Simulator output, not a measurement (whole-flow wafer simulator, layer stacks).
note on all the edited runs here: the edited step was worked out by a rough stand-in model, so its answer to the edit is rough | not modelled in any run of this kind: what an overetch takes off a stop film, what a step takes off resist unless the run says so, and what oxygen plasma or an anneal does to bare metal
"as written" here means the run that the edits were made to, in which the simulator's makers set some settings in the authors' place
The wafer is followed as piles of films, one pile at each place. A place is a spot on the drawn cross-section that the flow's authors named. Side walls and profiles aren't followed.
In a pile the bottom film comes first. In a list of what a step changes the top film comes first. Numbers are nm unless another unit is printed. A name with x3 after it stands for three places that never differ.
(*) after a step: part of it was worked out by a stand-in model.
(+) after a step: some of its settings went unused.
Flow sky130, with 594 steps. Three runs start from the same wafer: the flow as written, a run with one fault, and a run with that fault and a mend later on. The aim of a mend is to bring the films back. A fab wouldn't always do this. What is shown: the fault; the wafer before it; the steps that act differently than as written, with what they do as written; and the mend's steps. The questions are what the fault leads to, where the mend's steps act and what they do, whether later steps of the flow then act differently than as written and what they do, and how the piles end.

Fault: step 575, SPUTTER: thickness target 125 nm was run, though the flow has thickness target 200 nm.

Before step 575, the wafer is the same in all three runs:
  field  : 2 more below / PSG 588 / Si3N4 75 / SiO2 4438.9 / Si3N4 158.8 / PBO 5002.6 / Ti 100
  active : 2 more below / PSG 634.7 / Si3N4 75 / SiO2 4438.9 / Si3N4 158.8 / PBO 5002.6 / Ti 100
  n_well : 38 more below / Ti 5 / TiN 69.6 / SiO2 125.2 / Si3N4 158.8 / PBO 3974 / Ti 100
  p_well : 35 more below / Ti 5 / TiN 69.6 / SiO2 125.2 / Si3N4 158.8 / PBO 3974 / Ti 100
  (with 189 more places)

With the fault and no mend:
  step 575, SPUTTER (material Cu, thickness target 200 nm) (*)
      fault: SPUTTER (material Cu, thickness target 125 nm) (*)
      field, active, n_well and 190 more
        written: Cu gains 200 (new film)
        fault: Cu gains 125 (new film)
  Later steps of the flow acting differently than as written (6 other steps are not shown; they differ only slightly, by no more than 2% or 0.5 nm, whichever is larger):
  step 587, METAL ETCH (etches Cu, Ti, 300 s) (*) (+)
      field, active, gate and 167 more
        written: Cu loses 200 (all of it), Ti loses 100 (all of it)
        fault: Cu loses 125 (all of it), Ti loses 100 (all of it)
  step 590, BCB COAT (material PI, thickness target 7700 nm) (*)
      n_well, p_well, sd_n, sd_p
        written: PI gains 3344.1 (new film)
        fault: PI gains 3419.1 (new film)
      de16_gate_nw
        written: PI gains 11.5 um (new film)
        fault: PI gains 11.43 um (new film)
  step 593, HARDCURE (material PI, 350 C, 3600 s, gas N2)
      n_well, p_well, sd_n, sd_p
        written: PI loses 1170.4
        fault: PI loses 1196.7
  By the end, the piles at n_well, p_well, sd_n and 15 more depart from the flow's by more than 2% or 0.5 nm, whichever is larger.
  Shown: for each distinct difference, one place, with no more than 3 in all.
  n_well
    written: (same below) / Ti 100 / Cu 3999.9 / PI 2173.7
    fault: (same below) / Ti 100 / Cu 3924.9 / PI 2222.4
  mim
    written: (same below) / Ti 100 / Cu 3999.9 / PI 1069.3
    fault: (same below) / Ti 100 / Cu 3924.9 / PI 1139.5
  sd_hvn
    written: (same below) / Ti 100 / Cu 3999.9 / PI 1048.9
    fault: (same below) / Ti 100 / Cu 3924.9 / PI 1121.2

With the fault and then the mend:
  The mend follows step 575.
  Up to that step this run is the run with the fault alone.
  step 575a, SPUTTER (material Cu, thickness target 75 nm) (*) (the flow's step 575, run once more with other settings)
      field, active, n_well and 190 more
        Cu gains 75
  None of the later steps of the flow acts differently than as written at any place that is followed.
  The piles end the same as the flow's at every place that both follow.
